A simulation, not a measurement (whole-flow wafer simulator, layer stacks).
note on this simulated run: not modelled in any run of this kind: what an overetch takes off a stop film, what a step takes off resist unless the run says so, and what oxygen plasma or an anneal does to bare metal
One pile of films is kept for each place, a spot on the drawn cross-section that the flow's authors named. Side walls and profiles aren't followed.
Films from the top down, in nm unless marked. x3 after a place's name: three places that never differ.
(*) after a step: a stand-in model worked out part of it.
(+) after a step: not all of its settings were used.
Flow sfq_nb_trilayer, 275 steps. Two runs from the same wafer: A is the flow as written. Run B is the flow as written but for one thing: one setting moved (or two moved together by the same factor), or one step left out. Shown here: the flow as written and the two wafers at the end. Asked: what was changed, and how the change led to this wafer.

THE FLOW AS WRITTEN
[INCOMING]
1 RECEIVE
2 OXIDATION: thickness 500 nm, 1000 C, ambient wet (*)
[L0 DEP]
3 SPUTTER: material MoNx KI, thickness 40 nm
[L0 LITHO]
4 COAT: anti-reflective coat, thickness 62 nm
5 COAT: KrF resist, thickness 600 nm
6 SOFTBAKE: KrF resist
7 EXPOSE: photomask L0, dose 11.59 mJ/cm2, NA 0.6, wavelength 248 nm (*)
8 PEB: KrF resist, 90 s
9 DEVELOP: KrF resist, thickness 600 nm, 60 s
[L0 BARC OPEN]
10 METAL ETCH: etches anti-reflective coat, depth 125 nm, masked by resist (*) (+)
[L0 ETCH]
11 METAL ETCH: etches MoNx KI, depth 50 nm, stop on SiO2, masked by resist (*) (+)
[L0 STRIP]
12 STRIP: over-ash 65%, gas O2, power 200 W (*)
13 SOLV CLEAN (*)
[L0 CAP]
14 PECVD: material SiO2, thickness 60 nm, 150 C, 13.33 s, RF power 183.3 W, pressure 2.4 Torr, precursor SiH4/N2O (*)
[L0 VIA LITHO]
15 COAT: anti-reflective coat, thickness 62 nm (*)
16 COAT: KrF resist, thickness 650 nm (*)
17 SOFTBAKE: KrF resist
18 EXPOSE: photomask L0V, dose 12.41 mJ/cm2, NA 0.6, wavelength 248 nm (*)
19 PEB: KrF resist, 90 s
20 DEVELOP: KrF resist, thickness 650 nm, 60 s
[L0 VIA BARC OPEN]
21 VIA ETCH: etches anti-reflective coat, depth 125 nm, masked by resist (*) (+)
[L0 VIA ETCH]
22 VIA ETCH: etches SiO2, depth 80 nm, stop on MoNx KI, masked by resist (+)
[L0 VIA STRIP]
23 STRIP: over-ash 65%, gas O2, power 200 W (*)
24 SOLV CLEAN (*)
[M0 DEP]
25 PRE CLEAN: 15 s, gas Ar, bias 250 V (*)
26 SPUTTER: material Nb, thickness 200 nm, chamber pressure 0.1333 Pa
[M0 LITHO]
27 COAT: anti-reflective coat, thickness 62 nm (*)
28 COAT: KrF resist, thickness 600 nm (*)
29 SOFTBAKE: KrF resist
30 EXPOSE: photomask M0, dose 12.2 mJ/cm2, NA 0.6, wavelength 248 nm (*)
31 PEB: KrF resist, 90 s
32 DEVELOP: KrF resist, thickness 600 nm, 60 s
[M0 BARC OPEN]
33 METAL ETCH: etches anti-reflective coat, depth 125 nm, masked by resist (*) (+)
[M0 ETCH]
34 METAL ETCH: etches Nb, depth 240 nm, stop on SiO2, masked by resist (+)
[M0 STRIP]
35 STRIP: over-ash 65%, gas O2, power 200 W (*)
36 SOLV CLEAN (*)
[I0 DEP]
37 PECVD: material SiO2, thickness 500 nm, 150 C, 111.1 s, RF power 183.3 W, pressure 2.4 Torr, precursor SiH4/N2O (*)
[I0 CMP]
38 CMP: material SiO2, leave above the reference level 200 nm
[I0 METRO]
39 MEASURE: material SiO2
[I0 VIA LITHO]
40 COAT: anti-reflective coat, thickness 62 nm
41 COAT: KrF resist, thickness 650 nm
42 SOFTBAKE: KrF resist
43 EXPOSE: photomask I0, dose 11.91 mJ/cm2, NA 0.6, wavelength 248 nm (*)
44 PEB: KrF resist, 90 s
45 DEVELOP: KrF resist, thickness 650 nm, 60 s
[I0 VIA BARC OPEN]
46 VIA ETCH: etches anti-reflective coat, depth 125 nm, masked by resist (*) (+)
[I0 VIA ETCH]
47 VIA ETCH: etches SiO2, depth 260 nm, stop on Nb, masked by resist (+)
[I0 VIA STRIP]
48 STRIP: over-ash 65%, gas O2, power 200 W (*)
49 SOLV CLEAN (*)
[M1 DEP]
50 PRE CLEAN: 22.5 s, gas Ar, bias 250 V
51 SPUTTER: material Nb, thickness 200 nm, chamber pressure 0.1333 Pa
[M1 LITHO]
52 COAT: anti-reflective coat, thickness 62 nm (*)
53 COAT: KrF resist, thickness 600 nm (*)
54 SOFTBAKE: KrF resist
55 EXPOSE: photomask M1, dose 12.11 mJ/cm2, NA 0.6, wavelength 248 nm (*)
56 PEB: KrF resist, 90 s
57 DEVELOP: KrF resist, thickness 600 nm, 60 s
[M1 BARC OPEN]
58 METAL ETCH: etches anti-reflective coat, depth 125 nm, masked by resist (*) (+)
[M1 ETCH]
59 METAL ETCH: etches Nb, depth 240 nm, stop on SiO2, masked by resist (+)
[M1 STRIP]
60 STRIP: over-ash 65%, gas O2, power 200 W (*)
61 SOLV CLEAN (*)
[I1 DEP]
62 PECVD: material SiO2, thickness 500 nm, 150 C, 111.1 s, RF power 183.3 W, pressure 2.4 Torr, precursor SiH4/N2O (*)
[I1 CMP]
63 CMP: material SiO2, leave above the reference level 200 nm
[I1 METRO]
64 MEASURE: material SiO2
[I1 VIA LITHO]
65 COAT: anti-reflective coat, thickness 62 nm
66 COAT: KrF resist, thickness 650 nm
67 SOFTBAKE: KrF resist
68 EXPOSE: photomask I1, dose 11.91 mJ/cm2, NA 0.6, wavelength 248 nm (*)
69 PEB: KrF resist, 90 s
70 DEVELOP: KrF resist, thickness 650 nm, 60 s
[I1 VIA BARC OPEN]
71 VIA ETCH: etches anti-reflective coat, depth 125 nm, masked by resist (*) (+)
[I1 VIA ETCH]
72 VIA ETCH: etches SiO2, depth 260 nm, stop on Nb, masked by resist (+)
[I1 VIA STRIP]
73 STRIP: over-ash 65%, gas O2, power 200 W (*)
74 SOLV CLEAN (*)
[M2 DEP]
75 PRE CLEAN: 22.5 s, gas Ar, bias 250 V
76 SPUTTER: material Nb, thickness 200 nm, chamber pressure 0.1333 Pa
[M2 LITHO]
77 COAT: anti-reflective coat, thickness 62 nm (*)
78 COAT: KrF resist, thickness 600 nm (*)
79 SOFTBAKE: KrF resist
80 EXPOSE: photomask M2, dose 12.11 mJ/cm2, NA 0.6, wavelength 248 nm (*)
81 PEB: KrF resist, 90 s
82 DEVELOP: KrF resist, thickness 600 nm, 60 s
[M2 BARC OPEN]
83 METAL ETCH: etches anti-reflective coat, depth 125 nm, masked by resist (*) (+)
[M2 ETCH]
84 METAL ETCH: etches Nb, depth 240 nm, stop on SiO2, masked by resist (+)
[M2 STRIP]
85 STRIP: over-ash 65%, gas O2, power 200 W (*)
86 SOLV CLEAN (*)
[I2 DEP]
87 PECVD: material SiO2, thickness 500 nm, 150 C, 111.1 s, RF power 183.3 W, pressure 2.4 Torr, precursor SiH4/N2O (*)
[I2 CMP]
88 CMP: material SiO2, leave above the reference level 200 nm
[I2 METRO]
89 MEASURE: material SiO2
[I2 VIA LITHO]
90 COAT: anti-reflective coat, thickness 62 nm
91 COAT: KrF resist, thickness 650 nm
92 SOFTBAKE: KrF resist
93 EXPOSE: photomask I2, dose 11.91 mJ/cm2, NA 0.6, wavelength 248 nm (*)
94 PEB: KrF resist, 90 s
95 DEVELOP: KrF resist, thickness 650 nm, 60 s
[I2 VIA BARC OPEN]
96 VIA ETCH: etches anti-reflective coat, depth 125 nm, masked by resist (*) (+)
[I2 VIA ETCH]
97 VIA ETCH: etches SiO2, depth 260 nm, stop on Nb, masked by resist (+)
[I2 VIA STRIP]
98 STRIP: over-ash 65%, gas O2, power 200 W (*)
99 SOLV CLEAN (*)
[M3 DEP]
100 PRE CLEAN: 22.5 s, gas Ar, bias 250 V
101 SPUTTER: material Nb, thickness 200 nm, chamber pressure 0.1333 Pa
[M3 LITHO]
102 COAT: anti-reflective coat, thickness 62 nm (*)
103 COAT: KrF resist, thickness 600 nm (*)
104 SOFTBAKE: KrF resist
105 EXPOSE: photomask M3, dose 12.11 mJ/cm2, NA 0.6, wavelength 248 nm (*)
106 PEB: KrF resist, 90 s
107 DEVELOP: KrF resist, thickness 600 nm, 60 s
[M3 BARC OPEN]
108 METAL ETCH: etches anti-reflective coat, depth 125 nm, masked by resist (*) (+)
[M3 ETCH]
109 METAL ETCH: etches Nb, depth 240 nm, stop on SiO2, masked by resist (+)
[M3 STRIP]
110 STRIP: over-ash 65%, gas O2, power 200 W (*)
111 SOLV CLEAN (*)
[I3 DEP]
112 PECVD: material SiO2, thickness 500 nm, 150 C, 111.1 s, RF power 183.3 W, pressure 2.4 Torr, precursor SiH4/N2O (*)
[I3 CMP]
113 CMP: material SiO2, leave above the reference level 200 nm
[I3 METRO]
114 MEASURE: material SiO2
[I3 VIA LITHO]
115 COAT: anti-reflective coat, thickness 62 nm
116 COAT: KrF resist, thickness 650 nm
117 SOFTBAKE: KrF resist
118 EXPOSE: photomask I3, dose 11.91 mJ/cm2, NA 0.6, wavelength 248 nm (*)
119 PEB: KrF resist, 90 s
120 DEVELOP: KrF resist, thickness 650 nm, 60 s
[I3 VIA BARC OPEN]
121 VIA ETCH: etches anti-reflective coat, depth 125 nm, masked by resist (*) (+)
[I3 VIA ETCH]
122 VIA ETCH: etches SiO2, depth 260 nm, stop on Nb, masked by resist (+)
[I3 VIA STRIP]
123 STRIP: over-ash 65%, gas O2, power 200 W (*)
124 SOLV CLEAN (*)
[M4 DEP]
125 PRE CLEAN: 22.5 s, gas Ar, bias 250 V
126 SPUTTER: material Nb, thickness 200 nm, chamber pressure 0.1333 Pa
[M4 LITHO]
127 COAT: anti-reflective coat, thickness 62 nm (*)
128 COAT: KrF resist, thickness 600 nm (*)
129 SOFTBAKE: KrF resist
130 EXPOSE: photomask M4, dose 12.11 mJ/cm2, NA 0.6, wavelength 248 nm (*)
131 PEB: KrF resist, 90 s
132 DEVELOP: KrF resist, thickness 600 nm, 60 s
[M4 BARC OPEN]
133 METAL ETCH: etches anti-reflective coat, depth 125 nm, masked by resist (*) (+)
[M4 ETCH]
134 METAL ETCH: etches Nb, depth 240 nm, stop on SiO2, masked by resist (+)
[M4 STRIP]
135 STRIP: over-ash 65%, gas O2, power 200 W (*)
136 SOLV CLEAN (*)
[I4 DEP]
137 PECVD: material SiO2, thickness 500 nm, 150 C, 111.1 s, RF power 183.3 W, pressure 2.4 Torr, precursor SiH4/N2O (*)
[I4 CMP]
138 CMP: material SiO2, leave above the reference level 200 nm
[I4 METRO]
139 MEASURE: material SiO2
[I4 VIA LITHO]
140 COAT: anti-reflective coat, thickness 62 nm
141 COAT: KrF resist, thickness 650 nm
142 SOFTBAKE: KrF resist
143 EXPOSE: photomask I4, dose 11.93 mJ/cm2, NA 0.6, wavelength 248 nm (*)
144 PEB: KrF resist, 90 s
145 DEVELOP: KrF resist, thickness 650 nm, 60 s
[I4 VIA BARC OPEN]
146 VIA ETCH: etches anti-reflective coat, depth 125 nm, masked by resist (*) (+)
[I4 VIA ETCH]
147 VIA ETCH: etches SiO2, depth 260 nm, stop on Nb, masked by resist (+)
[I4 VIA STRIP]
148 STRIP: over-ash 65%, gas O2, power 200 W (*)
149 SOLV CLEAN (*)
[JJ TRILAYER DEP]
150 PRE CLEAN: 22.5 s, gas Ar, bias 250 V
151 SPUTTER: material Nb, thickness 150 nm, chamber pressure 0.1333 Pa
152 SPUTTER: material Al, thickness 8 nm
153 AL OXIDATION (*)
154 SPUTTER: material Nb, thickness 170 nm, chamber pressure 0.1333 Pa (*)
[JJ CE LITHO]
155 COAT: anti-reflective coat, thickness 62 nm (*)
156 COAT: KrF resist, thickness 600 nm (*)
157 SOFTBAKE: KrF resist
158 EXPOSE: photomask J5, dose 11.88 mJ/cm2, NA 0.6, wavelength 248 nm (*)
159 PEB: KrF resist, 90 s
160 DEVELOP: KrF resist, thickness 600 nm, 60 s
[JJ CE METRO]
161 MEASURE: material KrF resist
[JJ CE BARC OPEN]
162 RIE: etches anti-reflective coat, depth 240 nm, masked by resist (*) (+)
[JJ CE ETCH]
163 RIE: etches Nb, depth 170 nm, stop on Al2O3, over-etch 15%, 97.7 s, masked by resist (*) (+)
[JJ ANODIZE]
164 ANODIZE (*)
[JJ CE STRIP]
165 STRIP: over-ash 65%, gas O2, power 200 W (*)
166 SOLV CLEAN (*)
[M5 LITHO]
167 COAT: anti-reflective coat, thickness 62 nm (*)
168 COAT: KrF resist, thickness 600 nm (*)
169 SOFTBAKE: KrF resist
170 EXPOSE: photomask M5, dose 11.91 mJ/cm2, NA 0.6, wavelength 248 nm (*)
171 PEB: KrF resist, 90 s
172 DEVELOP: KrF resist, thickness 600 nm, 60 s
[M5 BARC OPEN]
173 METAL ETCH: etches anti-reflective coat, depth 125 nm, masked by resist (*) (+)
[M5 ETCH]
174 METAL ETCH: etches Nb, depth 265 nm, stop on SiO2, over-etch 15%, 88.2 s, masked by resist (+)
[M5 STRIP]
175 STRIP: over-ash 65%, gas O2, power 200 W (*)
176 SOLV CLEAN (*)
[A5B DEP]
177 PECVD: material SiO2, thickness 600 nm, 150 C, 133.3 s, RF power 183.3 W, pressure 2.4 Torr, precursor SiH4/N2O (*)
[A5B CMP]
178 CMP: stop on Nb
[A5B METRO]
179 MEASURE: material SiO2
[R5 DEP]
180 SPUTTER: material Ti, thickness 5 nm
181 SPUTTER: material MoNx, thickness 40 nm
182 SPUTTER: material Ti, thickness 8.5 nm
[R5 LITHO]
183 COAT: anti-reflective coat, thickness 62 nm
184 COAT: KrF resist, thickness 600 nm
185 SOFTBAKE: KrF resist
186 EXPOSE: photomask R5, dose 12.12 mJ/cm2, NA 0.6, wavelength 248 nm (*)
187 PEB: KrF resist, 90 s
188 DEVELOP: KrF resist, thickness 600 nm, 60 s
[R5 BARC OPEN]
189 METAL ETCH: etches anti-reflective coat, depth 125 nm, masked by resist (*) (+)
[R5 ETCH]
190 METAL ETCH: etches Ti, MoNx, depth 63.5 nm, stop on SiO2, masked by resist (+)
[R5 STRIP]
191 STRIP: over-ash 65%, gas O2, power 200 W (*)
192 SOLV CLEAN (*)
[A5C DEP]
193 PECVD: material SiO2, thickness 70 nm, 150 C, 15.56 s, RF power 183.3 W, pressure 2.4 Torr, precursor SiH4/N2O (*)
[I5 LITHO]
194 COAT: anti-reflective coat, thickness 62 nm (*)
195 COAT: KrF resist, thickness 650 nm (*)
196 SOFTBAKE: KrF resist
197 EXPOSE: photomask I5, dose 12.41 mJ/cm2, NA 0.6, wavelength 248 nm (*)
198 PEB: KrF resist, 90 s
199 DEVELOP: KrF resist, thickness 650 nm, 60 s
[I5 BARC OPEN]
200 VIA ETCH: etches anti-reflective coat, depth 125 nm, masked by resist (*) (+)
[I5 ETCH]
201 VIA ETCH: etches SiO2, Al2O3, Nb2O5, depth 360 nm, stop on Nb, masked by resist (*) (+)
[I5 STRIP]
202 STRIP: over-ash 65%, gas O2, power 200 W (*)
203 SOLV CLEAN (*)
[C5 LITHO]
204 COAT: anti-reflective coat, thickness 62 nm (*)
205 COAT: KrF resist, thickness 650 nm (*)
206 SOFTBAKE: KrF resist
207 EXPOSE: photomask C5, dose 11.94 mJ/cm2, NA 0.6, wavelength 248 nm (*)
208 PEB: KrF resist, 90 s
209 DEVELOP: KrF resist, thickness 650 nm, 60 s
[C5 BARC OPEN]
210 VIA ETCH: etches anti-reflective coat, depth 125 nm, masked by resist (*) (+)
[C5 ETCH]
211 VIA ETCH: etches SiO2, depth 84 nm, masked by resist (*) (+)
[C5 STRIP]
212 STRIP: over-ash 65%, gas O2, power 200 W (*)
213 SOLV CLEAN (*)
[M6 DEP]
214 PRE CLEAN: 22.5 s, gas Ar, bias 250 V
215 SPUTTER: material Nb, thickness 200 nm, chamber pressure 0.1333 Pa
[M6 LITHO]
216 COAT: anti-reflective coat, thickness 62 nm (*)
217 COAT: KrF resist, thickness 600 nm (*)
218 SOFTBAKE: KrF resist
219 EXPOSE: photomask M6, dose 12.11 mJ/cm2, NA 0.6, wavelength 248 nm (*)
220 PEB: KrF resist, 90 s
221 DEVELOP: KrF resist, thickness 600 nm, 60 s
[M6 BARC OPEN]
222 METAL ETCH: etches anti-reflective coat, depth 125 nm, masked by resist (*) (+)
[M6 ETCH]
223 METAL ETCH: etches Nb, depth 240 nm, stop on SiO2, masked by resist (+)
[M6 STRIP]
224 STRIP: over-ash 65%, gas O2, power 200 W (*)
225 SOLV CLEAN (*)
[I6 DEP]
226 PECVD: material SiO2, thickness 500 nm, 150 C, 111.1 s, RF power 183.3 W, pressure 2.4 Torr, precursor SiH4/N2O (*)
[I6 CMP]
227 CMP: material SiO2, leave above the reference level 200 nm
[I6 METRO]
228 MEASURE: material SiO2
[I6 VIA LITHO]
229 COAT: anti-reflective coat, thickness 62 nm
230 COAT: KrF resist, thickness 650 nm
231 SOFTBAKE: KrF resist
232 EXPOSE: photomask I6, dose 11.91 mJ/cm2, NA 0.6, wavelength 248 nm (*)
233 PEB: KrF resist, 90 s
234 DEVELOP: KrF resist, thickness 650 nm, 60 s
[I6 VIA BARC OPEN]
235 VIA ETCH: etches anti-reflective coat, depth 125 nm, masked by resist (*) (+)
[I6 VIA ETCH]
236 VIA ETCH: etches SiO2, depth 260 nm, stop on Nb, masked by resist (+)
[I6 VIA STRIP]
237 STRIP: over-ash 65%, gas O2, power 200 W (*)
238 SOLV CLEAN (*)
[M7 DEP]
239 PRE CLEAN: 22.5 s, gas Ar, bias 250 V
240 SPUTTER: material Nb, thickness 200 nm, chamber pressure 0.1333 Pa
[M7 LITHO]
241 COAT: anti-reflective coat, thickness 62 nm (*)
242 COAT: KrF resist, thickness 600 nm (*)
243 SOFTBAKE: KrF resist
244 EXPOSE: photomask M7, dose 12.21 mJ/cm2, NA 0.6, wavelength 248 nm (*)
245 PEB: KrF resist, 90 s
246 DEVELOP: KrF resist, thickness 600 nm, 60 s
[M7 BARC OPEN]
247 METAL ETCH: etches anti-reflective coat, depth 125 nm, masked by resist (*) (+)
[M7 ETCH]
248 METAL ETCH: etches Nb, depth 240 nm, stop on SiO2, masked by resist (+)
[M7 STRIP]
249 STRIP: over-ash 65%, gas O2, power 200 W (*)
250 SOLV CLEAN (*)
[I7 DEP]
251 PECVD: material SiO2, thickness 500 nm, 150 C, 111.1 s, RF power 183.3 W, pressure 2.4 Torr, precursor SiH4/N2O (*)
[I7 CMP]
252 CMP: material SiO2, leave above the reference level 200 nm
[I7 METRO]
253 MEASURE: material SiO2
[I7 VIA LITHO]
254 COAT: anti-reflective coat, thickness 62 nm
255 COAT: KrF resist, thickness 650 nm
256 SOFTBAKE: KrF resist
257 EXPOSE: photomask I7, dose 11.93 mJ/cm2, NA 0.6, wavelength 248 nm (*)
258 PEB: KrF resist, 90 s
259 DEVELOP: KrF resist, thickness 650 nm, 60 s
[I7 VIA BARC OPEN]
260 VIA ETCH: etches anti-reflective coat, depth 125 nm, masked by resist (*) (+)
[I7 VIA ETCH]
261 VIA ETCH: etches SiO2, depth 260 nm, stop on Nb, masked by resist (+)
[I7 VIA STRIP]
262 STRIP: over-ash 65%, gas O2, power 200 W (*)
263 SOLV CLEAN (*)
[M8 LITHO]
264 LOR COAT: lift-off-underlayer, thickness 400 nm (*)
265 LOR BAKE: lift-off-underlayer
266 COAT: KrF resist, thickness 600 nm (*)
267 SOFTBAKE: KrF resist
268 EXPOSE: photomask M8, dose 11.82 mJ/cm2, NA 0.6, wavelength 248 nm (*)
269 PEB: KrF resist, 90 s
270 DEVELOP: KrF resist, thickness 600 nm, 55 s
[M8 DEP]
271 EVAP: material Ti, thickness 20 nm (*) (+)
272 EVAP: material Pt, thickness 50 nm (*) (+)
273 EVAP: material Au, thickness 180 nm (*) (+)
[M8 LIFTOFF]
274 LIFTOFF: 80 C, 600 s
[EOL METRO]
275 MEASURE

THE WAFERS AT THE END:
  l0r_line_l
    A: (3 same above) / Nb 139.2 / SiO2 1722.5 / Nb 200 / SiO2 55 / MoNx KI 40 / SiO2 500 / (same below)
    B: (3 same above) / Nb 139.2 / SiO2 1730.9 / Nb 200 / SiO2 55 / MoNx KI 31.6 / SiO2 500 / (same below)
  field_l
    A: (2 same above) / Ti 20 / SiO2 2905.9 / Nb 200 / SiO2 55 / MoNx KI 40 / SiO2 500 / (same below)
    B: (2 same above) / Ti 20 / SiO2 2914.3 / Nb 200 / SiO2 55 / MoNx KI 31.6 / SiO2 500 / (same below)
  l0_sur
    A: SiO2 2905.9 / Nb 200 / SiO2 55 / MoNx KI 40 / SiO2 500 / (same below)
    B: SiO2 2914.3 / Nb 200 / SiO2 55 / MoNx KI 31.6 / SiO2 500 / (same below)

The cause: step 3, SPUTTER: thickness 31.6 nm was run, where the flow has thickness 40 nm.
It can be read off the wafer: l0r_line_l has MoNx KI 31.6, and step 3 as written asks for 40 nm.

How the change led to this, step by step:
  3 SPUTTER: material MoNx KI, thickness 40 nm
      field_l, v_sur, via_wl and 103 more: A MoNx KI +40 (new film) | B MoNx KI +31.6 (new film)
  11 METAL ETCH: etches MoNx KI, depth 50 nm, stop on SiO2, masked by resist (*) (+)
      v_sur, via_wl, via_w and 97 more: A MoNx KI -40 (all of it) | B MoNx KI -31.6 (all of it)
      field_l, l0_sur, l0v, l0r_line_l, l0r_line_c, l0r_line_r: A KrF resist -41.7 | B KrF resist -39.5
  15 COAT: anti-reflective coat, thickness 62 nm (*)
      v_sur: A anti-reflective coat +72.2 (new film) | B anti-reflective coat +70.1 (new film)
      l0_sur: A anti-reflective coat +54.2 (new film) | B anti-reflective coat +55.7 (new film)
      (and at 1 more place)
  23 STRIP: over-ash 65%, gas O2, power 200 W (*)
      v_sur: A KrF resist -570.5 (all of it), anti-reflective coat -72.2 (all of it) | B KrF resist -568.1 (all of it), anti-reflective coat -70.1 (all of it)
      l0_sur: A KrF resist -552.8 (all of it), anti-reflective coat -54.2 (all of it) | B KrF resist -554.4 (all of it), anti-reflective coat -55.7 (all of it)
      (and at 1 more place)
  27 COAT: anti-reflective coat, thickness 62 nm (*)
      v_sur: A anti-reflective coat +72.3 (new film) | B anti-reflective coat +70.2 (new film)
      l0_sur: A anti-reflective coat +47.5 (new film) | B anti-reflective coat +48.7 (new film)
      (and at 1 more place)
  35 STRIP: over-ash 65%, gas O2, power 200 W (*)
      v_sur: A KrF resist -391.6 (all of it), anti-reflective coat -72.3 (all of it) | B KrF resist -389.5 (all of it), anti-reflective coat -70.2 (all of it)
      l0_sur: A KrF resist -372 (all of it), anti-reflective coat -47.5 (all of it) | B KrF resist -374 (all of it), anti-reflective coat -48.7 (all of it)
      (and at 1 more place)
  38 CMP: material SiO2, leave above the reference level 200 nm
      field_l, l0_sur, l0r_line_l, l0r_line_c, l0r_line_r: A SiO2 -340 | B SiO2 -331.6
      l0v: A SiO2 -277.8 | B SiO2 -269.4
